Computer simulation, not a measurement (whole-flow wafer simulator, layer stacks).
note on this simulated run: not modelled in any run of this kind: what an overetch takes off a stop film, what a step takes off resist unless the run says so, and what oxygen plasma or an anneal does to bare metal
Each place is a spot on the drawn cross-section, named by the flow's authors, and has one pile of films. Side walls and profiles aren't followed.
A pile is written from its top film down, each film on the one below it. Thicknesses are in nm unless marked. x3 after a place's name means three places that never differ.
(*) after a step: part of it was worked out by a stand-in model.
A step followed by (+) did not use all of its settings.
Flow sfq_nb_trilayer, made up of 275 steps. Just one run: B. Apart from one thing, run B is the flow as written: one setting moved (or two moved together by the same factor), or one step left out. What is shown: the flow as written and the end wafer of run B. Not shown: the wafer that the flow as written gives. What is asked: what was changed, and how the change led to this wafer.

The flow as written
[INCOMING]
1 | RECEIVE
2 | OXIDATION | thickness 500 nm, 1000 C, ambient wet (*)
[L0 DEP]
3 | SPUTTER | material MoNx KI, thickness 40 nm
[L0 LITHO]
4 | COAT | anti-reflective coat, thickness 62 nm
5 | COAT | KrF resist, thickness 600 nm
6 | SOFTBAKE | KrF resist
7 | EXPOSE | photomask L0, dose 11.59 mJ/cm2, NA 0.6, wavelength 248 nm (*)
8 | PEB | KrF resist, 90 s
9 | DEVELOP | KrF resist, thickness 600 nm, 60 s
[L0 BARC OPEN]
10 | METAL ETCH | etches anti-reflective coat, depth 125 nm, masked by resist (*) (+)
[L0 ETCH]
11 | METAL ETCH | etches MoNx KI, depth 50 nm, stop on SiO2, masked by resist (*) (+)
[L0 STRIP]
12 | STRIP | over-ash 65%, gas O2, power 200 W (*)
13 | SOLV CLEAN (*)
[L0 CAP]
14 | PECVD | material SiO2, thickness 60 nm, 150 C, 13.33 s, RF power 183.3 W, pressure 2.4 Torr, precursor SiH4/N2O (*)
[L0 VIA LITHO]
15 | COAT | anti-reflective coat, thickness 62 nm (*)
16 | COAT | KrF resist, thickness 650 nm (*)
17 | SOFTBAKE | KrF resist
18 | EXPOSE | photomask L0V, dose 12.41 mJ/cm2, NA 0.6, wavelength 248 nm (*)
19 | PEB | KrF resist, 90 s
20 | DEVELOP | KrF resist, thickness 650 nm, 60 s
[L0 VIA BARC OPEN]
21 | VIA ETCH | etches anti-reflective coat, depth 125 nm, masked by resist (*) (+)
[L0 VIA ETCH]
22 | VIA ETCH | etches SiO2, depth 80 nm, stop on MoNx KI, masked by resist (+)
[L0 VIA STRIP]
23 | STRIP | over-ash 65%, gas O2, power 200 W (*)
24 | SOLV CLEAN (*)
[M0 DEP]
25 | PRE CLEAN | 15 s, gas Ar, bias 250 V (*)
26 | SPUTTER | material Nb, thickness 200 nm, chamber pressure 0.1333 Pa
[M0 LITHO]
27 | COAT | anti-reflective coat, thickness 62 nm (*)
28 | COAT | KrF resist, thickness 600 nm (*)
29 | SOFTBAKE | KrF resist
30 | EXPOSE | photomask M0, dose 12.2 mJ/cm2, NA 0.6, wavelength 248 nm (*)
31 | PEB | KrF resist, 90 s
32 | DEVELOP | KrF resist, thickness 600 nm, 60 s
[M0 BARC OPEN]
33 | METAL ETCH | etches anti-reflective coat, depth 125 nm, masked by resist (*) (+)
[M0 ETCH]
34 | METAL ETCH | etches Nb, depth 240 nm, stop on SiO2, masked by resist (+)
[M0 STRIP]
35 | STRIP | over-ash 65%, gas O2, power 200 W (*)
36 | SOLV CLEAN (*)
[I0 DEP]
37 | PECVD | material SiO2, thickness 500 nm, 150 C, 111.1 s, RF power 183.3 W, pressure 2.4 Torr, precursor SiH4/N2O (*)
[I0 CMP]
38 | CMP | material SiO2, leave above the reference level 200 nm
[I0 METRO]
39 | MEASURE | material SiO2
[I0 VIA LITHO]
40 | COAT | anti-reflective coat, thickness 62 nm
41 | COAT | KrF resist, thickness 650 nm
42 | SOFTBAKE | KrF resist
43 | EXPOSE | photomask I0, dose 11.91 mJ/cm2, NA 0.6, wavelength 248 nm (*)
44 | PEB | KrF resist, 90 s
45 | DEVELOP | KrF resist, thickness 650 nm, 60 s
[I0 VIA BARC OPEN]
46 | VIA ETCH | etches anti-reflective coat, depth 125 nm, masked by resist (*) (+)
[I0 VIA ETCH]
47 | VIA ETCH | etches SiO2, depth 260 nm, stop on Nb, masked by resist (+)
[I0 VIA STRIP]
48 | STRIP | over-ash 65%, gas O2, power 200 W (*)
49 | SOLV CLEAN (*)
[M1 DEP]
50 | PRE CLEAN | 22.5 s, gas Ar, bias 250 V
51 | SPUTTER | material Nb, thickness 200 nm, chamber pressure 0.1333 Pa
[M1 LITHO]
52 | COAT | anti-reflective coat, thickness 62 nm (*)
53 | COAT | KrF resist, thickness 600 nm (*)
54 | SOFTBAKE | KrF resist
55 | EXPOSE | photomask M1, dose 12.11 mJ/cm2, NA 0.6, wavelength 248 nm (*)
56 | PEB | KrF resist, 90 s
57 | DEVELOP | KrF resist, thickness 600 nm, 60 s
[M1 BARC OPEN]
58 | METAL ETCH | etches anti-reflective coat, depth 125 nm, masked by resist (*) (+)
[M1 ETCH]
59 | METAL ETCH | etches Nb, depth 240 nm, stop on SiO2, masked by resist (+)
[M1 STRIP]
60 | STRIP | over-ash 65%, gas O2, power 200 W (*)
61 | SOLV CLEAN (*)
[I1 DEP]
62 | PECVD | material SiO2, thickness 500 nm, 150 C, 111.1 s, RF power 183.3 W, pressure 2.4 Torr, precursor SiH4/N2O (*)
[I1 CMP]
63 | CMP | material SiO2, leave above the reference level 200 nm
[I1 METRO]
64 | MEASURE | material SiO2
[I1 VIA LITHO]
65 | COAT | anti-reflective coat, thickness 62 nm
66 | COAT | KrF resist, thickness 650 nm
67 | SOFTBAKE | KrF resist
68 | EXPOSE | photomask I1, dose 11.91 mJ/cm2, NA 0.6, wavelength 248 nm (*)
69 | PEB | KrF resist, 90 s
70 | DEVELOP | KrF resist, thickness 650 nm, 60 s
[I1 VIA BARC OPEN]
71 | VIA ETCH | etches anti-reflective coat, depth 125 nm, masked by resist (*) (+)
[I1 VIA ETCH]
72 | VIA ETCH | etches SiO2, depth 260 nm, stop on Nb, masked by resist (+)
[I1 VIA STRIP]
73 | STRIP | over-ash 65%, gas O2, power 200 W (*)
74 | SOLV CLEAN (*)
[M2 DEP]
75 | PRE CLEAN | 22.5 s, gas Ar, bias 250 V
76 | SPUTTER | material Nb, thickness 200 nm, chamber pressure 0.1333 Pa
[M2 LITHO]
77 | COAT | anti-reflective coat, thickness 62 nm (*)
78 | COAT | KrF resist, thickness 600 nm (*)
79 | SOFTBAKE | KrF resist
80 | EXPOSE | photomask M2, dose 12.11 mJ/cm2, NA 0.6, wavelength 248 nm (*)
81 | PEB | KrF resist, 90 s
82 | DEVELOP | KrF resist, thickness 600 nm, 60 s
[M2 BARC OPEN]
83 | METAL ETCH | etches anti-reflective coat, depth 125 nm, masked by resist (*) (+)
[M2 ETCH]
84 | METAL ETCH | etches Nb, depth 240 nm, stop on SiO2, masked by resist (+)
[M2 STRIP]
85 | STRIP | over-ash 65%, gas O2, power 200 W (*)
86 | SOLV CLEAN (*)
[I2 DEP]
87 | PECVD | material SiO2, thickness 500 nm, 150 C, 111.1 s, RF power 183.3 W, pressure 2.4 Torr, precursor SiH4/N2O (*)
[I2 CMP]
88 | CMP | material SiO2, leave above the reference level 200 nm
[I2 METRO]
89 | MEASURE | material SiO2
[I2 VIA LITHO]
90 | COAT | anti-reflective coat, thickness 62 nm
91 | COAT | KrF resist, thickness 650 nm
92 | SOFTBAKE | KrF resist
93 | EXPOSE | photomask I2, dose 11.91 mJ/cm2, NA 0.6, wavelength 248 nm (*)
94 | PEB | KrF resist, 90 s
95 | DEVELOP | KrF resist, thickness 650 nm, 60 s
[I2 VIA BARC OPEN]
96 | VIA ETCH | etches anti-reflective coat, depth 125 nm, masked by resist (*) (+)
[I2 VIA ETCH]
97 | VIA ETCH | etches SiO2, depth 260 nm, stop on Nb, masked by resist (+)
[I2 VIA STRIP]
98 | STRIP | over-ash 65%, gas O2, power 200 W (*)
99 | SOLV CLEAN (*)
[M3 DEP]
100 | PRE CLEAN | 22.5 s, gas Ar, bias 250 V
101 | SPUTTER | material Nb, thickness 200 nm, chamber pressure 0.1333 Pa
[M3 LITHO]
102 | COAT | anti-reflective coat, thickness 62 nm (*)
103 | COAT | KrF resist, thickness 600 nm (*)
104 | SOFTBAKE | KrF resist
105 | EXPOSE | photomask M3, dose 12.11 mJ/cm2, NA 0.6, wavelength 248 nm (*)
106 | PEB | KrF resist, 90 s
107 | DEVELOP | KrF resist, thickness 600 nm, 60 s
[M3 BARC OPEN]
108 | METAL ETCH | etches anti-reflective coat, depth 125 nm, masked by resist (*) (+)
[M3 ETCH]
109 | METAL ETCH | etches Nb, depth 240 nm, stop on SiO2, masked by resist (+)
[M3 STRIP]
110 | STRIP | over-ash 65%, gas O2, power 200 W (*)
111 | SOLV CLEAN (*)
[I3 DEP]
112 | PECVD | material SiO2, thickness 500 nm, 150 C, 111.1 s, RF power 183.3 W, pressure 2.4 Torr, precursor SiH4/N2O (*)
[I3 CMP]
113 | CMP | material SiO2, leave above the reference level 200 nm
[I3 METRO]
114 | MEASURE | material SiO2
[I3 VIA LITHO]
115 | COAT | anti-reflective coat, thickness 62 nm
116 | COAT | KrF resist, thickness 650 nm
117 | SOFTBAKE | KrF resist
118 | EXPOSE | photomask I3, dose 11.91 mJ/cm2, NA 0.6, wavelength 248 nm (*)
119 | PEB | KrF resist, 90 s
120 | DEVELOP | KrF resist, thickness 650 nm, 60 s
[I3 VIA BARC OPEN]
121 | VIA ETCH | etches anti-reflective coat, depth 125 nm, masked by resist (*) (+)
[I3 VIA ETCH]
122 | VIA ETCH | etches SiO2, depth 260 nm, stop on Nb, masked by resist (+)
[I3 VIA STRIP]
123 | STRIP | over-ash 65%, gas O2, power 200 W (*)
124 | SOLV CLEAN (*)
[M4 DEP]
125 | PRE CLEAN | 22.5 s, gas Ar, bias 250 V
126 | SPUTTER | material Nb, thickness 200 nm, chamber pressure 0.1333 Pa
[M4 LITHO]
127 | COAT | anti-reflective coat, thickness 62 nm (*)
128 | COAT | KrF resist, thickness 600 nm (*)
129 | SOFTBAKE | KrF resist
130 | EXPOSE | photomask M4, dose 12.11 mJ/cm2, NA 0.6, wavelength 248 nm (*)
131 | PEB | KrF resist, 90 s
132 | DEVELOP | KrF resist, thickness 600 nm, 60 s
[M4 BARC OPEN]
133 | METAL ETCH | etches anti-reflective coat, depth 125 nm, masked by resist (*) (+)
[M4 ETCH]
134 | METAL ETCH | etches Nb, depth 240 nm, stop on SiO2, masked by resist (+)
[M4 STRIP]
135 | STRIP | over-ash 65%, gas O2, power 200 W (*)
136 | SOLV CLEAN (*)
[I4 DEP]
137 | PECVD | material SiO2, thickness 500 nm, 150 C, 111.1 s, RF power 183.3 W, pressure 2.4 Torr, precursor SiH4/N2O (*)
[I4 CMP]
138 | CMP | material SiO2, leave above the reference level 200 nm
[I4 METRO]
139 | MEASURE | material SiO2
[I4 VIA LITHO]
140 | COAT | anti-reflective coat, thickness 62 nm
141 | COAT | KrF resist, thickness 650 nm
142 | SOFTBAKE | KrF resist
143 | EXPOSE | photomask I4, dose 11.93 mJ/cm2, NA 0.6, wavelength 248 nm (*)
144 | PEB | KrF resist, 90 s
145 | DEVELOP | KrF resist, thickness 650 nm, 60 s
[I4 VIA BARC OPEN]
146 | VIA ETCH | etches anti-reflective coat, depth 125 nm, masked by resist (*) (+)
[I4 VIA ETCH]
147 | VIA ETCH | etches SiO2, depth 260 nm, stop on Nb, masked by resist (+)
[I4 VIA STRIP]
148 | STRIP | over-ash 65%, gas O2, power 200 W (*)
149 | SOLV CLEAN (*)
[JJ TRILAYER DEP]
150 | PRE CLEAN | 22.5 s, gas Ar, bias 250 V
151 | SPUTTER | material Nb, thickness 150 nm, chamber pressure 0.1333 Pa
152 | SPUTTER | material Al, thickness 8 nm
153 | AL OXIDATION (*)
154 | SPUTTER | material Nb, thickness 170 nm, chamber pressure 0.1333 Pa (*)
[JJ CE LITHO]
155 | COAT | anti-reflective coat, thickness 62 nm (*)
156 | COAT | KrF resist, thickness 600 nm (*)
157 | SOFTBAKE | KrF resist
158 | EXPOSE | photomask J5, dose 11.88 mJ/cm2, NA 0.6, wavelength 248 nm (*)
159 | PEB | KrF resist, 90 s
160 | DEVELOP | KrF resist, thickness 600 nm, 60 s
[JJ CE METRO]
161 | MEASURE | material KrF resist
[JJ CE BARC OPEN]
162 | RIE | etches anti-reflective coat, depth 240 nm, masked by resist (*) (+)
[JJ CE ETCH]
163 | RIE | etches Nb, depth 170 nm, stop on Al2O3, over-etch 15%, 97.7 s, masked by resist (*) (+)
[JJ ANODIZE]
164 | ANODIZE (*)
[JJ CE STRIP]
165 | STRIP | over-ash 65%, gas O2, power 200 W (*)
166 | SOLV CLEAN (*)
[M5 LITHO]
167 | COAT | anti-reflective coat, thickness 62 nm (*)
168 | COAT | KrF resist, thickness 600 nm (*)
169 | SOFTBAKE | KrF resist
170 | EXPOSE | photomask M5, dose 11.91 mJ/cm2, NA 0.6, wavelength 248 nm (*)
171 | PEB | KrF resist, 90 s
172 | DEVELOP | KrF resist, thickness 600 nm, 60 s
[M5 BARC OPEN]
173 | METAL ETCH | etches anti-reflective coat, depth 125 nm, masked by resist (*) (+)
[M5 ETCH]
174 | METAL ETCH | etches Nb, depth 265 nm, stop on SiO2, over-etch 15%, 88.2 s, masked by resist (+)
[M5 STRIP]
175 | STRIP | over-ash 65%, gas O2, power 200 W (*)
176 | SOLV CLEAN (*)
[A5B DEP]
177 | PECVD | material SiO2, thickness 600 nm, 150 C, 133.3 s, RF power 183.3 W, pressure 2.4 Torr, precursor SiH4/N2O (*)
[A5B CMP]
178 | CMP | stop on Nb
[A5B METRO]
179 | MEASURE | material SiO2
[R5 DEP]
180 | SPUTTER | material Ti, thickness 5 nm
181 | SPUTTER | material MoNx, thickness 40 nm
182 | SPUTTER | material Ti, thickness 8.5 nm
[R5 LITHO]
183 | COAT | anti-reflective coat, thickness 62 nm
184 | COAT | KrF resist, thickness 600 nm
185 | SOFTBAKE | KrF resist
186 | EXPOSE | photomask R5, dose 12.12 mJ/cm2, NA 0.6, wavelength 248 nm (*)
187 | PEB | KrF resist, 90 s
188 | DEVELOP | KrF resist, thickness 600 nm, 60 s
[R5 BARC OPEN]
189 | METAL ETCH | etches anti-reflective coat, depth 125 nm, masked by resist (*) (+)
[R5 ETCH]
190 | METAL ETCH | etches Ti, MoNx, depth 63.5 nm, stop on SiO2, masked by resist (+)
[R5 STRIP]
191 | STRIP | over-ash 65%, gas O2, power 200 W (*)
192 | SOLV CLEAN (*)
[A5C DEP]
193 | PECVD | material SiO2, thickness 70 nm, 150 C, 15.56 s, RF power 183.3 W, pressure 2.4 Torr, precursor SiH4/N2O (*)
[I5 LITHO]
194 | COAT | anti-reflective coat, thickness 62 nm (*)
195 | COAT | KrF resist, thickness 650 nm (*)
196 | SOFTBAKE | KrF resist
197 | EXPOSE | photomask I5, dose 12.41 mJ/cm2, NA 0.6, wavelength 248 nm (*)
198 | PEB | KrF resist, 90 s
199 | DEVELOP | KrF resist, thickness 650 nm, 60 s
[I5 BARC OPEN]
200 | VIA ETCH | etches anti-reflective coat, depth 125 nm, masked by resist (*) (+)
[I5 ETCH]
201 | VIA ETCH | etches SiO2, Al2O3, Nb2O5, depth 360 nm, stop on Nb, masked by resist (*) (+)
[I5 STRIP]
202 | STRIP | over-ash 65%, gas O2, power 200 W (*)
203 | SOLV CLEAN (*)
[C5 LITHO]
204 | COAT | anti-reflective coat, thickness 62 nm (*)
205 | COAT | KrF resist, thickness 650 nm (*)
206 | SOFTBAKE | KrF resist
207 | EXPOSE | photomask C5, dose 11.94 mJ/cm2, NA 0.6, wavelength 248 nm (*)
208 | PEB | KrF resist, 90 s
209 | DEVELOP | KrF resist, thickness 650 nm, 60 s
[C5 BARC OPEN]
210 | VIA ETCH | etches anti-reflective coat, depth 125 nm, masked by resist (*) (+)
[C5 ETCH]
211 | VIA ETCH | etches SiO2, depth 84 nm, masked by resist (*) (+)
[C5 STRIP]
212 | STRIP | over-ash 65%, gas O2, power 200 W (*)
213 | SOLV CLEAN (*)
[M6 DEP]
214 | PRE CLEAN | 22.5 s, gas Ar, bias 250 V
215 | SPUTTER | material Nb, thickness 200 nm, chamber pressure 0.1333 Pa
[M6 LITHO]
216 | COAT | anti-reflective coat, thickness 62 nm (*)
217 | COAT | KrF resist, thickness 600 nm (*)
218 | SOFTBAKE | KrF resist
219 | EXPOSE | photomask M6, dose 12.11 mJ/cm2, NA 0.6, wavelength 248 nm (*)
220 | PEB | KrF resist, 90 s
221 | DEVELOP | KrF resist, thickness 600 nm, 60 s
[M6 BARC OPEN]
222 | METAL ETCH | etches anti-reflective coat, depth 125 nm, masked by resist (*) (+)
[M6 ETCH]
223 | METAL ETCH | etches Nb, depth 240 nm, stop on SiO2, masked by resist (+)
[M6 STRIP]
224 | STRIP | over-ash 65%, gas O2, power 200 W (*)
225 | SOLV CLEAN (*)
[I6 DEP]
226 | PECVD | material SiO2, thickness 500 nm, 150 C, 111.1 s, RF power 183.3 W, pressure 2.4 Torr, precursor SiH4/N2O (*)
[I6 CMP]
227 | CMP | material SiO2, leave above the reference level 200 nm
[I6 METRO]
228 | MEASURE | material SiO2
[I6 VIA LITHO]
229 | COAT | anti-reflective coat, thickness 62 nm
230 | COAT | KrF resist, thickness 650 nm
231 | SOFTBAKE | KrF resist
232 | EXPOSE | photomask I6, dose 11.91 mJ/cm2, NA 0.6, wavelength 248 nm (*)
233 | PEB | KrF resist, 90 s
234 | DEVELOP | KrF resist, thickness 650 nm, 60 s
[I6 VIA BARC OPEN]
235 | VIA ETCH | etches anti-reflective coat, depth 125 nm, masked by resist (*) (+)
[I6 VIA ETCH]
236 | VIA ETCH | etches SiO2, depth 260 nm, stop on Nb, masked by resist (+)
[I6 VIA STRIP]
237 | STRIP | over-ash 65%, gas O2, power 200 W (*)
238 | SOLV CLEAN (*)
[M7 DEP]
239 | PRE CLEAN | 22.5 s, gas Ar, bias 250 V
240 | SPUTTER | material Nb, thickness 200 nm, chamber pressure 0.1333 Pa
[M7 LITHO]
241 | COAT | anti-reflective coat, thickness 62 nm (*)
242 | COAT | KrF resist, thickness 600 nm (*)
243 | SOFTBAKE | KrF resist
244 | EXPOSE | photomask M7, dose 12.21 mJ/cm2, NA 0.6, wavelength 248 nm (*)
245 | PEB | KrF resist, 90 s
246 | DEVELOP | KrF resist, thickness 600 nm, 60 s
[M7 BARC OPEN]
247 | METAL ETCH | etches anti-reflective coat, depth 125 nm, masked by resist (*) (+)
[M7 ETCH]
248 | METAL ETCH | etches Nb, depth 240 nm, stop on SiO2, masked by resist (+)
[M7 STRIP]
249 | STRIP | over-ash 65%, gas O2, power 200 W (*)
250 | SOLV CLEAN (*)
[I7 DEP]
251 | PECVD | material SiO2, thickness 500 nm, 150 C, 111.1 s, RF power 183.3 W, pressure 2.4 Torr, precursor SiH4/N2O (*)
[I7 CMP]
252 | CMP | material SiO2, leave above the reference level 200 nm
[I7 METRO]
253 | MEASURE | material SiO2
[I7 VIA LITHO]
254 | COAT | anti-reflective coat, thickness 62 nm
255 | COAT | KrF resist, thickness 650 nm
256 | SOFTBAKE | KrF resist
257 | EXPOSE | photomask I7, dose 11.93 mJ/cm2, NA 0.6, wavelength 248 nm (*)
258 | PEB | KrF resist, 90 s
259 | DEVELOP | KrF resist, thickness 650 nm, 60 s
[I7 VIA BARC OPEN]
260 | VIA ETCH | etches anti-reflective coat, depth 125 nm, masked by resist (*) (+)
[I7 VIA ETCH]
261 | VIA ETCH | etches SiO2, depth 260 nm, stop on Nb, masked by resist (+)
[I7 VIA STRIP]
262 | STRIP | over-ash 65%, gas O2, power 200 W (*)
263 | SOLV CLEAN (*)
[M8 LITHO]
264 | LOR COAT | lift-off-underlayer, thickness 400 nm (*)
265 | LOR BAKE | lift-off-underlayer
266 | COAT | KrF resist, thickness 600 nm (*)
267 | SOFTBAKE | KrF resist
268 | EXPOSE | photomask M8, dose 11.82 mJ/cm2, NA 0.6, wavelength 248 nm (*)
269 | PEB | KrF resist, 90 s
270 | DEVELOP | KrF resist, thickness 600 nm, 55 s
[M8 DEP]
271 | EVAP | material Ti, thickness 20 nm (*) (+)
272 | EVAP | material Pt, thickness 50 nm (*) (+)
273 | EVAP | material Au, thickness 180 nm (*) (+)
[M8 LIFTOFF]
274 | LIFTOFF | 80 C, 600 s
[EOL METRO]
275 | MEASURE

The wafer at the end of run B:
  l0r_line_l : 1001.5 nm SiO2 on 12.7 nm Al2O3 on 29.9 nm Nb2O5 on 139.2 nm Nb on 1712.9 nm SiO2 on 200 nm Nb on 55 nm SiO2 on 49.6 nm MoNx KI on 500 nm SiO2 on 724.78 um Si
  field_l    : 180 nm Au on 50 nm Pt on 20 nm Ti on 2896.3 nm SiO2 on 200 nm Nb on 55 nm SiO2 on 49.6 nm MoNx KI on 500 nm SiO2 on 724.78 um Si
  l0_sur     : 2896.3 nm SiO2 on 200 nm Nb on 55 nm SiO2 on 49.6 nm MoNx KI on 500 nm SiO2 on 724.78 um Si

What caused this: step 3, SPUTTER: thickness 49.6 nm was run, while the flow as written has thickness 40 nm.
One can read it off the wafer: l0r_line_l has MoNx KI 49.6, and step 3 as written asks for 40 nm.

Step by step, how the change led to this:
  3 | SPUTTER | material MoNx KI, thickness 40 nm
      field_l, v_sur, via_wl and 103 more: MoNx KI gains 49.6 (new film) (as written it would have been: MoNx KI gains 40 (new film))
  11 | METAL ETCH | etches MoNx KI, depth 50 nm, stop on SiO2, masked by resist (*) (+)
      v_sur, via_wl, via_w and 97 more: MoNx KI loses 49.6 (all of it) (as written it would have been: MoNx KI loses 40 (all of it))
  15 | COAT | anti-reflective coat, thickness 62 nm (*)
      v_sur: anti-reflective coat gains 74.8 (new film) (as written it would have been: anti-reflective coat gains 72.2 (new film))
      l0_sur: anti-reflective coat gains 52.9 (new film) (as written it would have been: anti-reflective coat gains 54.2 (new film))
      (as well as at 1 more place)
  23 | STRIP | over-ash 65%, gas O2, power 200 W (*)
      v_sur: KrF resist loses 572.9 (all of it), anti-reflective coat loses 74.8 (all of it) (as written it would have been: KrF resist loses 570.5 (all of it), anti-reflective coat loses 72.2 (all of it))
      l0_sur: KrF resist loses 550.7 (all of it), anti-reflective coat loses 52.9 (all of it) (as written it would have been: KrF resist loses 552.8 (all of it), anti-reflective coat loses 54.2 (all of it))
      (as well as at 1 more place)
  27 | COAT | anti-reflective coat, thickness 62 nm (*)
      v_sur: anti-reflective coat gains 75 (new film) (as written it would have been: anti-reflective coat gains 72.3 (new film))
      l0r_space_c: anti-reflective coat gains 81.9 (new film) (as written it would have been: anti-reflective coat gains 78 (new film))
  35 | STRIP | over-ash 65%, gas O2, power 200 W (*)
      v_sur: KrF resist loses 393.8 (all of it), anti-reflective coat loses 75 (all of it) (as written it would have been: KrF resist loses 391.6 (all of it), anti-reflective coat loses 72.3 (all of it))
      l0r_space_c: KrF resist loses 401.3 (all of it), anti-reflective coat loses 81.9 (all of it) (as written it would have been: KrF resist loses 397.6 (all of it), anti-reflective coat loses 78 (all of it))
  38 | CMP | material SiO2, leave above the reference level 200 nm
      field_l, l0_sur, l0r_line_l, l0r_line_c, l0r_line_r: SiO2 loses 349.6 (as written it would have been: SiO2 loses 340)
      l0v: SiO2 loses 287.4 (as written it would have been: SiO2 loses 277.8)
